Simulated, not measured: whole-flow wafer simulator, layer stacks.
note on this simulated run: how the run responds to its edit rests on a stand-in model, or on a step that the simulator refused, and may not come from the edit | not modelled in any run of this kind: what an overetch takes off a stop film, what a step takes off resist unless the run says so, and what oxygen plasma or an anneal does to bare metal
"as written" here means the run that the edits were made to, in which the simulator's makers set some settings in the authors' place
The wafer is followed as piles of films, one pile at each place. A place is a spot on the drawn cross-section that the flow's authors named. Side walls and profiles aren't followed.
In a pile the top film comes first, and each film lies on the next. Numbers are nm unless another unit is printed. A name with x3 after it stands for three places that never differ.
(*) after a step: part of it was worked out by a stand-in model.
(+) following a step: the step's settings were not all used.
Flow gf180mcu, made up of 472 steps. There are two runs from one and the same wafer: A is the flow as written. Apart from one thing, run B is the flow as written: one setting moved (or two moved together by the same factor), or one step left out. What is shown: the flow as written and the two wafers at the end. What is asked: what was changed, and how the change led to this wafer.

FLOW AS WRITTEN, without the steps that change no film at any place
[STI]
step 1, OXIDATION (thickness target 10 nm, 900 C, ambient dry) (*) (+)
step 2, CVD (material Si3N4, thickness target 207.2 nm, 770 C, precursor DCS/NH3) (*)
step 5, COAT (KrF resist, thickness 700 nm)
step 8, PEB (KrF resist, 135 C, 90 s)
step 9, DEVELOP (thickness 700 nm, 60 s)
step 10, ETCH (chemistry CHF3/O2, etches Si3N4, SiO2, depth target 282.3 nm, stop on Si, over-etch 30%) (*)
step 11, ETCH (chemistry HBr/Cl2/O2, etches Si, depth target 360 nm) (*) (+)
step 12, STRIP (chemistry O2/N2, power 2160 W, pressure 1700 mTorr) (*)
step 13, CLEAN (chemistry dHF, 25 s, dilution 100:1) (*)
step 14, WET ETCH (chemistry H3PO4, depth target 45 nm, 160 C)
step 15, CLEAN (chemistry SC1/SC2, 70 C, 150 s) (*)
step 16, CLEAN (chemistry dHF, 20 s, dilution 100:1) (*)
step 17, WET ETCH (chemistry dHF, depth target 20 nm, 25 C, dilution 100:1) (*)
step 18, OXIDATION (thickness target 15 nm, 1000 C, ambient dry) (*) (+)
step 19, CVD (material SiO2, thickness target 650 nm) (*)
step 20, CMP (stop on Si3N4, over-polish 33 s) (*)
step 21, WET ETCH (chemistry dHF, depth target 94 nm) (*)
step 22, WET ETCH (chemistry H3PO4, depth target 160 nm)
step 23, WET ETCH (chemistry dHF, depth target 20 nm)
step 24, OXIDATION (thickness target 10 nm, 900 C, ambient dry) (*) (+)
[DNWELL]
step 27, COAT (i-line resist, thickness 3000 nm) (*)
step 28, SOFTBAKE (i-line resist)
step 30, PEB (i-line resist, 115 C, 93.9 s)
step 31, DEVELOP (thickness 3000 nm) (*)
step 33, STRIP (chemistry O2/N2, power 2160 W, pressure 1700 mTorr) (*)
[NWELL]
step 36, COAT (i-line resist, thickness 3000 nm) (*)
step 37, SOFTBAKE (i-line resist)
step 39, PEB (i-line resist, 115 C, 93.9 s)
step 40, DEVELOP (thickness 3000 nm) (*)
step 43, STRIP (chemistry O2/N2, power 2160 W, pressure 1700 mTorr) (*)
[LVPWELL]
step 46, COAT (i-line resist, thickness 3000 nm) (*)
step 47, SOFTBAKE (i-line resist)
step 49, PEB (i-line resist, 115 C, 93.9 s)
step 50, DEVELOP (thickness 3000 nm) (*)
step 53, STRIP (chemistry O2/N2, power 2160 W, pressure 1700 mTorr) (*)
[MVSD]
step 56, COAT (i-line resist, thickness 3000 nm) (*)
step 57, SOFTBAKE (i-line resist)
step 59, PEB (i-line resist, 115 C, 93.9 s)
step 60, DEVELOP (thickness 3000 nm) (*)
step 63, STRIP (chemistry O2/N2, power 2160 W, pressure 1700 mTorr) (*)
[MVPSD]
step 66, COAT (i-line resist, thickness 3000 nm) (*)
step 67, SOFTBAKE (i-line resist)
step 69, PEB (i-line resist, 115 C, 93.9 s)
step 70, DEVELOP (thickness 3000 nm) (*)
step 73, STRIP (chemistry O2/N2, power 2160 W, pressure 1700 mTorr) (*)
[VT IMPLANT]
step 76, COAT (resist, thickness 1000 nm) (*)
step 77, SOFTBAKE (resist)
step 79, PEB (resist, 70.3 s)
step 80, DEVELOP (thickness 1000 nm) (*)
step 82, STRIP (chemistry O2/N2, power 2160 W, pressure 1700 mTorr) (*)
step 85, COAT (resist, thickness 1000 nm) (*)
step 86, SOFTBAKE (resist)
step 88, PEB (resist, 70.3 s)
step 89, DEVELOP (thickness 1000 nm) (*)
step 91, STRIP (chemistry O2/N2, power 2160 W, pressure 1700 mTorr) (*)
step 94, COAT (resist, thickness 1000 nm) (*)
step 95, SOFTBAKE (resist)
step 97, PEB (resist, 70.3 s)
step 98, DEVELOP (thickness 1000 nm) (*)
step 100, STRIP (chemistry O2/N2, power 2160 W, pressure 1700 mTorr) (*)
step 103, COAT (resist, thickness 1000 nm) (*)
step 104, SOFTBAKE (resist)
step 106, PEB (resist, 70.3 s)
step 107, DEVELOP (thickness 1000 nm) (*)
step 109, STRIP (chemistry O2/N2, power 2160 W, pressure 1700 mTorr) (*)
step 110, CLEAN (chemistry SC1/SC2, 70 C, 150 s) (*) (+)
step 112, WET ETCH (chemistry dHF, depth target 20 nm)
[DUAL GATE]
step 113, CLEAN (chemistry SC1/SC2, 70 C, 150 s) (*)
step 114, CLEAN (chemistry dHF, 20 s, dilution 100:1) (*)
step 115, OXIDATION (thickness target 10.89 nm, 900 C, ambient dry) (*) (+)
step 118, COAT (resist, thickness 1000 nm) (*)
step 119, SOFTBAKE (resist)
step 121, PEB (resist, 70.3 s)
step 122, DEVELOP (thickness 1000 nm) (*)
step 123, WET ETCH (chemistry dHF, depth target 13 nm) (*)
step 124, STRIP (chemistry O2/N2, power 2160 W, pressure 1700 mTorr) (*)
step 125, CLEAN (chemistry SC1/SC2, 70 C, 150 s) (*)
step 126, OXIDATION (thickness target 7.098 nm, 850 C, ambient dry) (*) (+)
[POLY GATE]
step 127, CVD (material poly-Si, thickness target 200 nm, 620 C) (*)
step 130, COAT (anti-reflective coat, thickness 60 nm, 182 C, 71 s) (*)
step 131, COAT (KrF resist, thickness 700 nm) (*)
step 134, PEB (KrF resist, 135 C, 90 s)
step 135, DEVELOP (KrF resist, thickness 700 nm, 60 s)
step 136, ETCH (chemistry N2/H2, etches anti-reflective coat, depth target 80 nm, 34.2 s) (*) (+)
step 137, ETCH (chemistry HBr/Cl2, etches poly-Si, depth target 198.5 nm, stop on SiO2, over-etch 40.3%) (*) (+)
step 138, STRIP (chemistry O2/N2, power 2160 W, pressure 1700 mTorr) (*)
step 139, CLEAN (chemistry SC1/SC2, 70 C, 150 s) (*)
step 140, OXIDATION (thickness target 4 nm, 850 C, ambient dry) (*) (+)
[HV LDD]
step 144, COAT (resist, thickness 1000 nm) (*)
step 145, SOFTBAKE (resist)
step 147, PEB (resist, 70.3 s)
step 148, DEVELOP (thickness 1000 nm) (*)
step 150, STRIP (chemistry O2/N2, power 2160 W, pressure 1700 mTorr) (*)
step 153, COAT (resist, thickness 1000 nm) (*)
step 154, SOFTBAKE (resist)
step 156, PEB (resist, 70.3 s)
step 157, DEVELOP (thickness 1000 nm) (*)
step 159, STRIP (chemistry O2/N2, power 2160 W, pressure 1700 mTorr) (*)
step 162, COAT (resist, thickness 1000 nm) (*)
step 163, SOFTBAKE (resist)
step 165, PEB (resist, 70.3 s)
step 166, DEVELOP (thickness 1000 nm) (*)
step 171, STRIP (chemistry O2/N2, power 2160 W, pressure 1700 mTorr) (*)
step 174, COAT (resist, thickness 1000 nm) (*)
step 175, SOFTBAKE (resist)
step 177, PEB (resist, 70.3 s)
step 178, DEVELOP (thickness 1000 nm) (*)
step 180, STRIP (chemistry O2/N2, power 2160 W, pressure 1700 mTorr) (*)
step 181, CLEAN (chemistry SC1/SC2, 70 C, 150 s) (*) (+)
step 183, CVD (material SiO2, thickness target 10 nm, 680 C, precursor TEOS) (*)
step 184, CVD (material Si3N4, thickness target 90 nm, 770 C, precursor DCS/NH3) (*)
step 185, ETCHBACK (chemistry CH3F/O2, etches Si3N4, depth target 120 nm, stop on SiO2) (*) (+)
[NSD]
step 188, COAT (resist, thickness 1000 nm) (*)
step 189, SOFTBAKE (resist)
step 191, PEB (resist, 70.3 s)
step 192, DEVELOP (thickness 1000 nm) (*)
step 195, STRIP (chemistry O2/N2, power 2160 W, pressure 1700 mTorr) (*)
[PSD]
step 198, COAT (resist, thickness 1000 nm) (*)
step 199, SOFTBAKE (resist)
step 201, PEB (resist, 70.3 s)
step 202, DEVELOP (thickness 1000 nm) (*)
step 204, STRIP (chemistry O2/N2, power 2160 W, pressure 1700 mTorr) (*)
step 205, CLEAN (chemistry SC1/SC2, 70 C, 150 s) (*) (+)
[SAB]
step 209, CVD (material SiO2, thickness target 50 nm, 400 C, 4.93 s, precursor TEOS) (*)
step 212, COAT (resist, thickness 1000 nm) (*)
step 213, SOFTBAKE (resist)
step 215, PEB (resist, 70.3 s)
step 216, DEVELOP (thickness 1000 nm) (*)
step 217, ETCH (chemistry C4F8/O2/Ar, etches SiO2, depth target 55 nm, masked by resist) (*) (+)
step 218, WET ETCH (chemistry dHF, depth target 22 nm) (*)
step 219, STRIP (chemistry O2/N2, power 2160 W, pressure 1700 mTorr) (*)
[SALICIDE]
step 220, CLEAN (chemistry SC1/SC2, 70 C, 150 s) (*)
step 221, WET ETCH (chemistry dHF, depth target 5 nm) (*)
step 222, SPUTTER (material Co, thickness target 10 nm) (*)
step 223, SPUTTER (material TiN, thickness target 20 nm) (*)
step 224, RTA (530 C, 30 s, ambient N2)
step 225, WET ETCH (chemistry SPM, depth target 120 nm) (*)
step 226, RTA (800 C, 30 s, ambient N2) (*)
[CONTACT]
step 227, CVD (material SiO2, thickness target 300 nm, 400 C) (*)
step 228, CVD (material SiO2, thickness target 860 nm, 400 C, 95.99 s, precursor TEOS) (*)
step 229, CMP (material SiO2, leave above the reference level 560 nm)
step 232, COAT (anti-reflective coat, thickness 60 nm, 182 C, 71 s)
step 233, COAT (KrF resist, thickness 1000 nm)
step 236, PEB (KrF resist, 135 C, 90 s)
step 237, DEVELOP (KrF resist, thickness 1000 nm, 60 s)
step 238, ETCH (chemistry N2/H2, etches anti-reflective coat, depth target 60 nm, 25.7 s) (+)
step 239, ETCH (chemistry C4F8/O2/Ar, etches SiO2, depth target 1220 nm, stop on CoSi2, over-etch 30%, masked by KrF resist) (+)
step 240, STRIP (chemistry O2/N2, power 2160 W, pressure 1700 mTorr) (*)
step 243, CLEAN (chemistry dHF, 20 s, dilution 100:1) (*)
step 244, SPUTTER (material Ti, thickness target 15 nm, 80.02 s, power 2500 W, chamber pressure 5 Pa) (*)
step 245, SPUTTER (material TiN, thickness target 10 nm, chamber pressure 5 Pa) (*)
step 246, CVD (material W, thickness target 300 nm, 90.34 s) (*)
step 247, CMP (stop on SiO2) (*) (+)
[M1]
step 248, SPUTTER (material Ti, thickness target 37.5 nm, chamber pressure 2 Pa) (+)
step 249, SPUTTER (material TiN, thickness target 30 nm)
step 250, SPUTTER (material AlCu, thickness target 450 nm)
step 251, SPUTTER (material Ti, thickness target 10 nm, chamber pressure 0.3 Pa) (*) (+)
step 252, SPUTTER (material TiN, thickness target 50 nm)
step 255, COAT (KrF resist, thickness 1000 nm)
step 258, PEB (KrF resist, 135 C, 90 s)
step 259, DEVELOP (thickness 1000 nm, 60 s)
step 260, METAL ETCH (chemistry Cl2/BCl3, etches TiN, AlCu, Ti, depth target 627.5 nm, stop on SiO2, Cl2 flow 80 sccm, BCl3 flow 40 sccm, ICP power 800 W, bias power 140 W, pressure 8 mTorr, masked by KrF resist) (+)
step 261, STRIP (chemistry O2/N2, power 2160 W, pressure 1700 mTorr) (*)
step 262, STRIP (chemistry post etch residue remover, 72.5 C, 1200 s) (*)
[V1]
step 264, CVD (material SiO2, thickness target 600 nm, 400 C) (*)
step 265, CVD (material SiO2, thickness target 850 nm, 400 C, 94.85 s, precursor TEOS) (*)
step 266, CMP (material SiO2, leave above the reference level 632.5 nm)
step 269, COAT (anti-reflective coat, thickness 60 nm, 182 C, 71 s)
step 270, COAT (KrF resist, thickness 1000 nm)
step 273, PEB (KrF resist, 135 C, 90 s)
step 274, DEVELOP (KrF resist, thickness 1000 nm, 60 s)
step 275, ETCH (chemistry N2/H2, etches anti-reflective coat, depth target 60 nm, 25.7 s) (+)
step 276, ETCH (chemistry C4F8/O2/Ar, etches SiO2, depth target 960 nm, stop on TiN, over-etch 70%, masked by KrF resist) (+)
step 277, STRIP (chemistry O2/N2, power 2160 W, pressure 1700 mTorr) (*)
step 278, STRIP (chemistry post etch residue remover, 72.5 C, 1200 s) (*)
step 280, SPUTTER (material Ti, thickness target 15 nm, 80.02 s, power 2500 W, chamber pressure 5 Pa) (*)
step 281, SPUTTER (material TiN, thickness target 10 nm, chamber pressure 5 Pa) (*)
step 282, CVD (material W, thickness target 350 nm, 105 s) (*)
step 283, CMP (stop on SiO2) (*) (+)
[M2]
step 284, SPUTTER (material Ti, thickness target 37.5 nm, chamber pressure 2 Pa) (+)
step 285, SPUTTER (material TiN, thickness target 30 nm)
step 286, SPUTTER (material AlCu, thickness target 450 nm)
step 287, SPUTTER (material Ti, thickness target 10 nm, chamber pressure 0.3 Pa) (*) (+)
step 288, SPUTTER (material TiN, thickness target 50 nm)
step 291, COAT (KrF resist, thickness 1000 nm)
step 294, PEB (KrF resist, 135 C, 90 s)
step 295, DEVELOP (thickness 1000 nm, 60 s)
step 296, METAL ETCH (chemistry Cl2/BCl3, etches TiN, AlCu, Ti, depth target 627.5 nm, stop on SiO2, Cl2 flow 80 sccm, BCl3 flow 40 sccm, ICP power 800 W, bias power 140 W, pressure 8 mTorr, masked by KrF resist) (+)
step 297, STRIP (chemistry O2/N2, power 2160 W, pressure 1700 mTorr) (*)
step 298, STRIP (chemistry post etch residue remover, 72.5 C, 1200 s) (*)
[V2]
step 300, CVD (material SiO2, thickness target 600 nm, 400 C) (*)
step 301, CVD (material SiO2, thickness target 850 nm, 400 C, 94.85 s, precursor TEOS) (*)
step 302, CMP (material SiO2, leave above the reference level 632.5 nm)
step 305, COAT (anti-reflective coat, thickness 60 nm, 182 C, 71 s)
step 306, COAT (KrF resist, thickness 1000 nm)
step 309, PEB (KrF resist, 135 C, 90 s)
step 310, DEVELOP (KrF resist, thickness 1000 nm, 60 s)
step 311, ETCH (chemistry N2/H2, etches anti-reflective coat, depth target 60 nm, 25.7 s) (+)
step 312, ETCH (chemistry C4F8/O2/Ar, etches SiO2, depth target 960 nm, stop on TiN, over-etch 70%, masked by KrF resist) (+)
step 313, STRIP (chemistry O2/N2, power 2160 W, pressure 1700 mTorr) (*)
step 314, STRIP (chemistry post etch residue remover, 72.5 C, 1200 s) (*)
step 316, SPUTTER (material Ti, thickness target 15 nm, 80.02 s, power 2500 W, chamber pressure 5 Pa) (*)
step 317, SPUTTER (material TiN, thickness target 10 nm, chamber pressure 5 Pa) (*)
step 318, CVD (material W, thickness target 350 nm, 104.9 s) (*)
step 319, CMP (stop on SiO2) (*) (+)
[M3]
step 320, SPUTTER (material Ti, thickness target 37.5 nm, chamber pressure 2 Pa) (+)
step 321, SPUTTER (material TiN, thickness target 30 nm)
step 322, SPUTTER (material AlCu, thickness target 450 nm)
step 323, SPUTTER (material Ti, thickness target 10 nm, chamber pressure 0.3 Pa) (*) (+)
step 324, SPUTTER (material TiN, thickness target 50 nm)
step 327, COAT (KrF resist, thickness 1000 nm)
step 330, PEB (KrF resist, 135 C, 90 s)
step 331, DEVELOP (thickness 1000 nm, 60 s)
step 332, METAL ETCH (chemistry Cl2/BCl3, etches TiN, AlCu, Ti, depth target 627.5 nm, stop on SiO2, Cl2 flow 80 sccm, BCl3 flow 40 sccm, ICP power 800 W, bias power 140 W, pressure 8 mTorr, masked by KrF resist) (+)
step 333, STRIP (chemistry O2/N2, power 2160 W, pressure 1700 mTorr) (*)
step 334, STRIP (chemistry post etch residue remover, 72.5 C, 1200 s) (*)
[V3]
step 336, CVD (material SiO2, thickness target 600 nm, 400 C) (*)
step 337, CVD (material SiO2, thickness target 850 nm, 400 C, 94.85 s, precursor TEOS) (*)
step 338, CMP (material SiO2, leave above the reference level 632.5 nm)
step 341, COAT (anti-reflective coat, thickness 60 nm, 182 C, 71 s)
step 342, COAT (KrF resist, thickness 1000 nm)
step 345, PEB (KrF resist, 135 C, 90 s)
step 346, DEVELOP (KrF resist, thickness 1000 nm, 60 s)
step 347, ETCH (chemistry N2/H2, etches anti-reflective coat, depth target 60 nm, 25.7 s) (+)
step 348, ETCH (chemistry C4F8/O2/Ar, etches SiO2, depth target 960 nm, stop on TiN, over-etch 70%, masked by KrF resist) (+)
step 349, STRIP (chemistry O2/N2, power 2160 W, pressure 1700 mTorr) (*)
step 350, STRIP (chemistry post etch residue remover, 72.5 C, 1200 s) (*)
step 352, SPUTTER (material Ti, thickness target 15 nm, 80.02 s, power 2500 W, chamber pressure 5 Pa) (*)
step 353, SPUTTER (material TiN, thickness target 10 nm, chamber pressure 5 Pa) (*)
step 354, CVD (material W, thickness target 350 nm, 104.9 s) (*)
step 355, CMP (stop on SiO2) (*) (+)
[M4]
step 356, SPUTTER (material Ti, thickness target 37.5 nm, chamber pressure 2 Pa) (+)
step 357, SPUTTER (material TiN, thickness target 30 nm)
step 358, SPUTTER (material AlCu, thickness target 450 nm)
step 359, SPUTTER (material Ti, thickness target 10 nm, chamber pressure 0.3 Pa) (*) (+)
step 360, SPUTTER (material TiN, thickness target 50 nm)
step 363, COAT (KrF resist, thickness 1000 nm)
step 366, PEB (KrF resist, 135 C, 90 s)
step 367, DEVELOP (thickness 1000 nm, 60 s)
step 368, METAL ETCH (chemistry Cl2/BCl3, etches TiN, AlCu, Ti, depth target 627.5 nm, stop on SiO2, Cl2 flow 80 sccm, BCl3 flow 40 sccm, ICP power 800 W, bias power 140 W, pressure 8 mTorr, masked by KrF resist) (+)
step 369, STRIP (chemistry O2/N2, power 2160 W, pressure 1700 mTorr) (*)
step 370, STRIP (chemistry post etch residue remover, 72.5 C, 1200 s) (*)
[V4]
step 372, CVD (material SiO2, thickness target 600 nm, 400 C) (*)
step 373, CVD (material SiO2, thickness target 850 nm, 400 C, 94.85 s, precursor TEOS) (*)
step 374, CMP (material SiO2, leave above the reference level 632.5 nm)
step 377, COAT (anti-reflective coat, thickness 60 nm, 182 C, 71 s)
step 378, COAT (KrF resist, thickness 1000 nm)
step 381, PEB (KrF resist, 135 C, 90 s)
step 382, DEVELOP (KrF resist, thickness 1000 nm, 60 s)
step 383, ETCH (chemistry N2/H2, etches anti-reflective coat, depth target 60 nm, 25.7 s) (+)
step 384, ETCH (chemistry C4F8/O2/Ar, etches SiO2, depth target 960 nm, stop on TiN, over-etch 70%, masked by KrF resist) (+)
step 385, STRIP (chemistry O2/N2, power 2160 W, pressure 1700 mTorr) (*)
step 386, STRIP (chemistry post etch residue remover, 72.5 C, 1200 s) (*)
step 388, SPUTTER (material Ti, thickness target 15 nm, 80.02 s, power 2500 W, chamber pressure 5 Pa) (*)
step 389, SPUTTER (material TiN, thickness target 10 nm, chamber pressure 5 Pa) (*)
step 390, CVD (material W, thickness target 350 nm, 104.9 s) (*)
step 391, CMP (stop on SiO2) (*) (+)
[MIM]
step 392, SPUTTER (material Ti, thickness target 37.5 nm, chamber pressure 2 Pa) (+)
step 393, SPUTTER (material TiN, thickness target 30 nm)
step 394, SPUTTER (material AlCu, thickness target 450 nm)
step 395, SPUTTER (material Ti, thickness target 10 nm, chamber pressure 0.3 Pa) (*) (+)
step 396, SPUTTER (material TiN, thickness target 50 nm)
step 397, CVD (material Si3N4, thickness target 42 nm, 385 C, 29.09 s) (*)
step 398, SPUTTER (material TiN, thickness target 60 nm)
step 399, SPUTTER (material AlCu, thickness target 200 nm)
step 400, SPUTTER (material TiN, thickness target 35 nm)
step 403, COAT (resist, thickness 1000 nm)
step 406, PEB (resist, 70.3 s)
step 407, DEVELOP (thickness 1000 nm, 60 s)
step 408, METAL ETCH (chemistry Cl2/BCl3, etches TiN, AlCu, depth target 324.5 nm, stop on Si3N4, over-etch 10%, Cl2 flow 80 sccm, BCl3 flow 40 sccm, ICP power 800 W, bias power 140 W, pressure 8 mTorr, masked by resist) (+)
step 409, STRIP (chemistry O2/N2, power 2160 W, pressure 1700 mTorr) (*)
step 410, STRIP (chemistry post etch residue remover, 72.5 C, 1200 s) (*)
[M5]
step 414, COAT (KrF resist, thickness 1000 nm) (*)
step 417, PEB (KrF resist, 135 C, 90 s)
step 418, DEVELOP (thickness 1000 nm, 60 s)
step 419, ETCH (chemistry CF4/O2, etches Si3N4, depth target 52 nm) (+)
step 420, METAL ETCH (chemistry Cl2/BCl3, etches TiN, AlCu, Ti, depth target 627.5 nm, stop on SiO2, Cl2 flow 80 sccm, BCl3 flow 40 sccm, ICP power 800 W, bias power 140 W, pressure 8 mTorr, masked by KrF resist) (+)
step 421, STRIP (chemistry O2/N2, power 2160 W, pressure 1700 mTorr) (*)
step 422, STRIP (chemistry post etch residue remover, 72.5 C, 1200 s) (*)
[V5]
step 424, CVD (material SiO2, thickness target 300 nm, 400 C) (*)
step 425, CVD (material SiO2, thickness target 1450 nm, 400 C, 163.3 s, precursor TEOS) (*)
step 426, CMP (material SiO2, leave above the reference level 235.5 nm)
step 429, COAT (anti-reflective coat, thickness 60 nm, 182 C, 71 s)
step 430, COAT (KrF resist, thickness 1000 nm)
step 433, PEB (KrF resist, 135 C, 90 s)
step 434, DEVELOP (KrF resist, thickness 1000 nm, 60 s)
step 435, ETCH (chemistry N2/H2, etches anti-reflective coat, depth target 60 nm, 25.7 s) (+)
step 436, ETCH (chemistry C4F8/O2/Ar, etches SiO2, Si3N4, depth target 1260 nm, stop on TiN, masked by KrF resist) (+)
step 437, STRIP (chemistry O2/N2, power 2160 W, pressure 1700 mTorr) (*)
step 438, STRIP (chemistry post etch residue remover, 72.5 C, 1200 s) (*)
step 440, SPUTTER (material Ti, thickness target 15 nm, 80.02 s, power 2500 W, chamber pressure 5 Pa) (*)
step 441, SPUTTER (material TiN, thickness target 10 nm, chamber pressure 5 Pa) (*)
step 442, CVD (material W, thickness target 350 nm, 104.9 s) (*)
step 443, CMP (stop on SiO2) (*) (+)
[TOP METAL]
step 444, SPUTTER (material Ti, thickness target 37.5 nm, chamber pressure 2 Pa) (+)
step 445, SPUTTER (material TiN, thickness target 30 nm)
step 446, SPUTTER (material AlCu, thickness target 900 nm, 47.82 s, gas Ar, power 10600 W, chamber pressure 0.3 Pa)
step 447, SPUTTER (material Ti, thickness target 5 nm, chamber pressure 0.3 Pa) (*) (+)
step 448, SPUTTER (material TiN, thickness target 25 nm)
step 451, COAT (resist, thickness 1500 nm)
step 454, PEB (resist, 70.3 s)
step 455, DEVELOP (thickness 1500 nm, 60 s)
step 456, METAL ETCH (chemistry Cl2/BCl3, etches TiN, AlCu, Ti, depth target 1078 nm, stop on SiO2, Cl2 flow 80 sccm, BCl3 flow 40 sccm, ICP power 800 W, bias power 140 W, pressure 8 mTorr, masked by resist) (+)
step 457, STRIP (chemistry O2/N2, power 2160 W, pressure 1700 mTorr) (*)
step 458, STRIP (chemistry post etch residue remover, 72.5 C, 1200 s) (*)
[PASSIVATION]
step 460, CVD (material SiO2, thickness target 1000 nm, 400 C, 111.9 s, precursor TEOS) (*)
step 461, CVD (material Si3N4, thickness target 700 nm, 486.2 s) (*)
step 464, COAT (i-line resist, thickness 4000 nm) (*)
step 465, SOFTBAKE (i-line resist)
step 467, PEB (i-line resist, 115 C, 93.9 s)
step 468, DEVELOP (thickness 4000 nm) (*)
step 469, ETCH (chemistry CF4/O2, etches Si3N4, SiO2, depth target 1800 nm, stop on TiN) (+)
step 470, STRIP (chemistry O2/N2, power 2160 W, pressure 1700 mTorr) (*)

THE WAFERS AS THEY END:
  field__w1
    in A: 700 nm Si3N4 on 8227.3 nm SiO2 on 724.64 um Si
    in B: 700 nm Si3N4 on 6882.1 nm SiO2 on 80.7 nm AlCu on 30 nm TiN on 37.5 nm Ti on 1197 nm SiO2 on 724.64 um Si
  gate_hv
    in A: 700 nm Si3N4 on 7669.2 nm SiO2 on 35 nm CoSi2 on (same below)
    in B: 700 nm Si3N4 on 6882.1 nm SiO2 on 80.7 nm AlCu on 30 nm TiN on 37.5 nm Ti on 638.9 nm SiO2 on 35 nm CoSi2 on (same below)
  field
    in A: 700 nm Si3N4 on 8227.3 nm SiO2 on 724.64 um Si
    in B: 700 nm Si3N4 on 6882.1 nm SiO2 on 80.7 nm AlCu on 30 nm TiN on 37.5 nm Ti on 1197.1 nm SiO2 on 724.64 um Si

Cause: step 260, METAL ETCH: depth target 423.6 nm was run, whereas the flow has depth target 627.5 nm.

How this came from the change, step by step:
  step 260, METAL ETCH (chemistry Cl2/BCl3, etches TiN, AlCu, Ti, depth target 627.5 nm, stop on SiO2, Cl2 flow 80 sccm, BCl3 flow 40 sccm, ICP power 800 W, bias power 140 W, pressure 8 mTorr, masked by KrF resist) (+)
      field, field__w1, field__w2 and 99 more: A -50 TiN (all of it), -10 Ti (all of it), -450 AlCu (all of it), -30 TiN (all of it), -37.5 Ti (all of it) | B -50 TiN (all of it), -10 Ti (all of it), -363.6 AlCu
      field__w8, contact, m1 and 6 more: A -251 KrF resist | B -169.4 KrF resist
  step 261, STRIP (chemistry O2/N2, power 2160 W, pressure 1700 mTorr) (*)
      field__w8, contact, m1 and 6 more: A -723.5 KrF resist (all of it) | B -805.1 KrF resist (all of it)
  step 262, STRIP (chemistry post etch residue remover, 72.5 C, 1200 s) (*)
      field, field__w1, field__w2 and 99 more: A nothing | B -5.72 AlCu
  step 264, CVD (material SiO2, thickness target 600 nm, 400 C) (*)
      field, field__w1, field__w2 and 99 more: A +600 SiO2 | B +600 SiO2 (new film)
  step 266, CMP (material SiO2, leave above the reference level 632.5 nm)
      field, field__w1, field__w2 and 99 more: A -300 SiO2 | B -448.2 SiO2
Taking metal films that touch as one body, field__w1 has 1 body; the flow as written gives 0 bodies.
Taking metal films that touch as one body, gate_hv has 2 bodies (between them, from the top down: SiO2 638.9); the flow as written gives 1 body.
Taking metal films that touch as one body, field has 1 body; the flow as written gives 0 bodies.
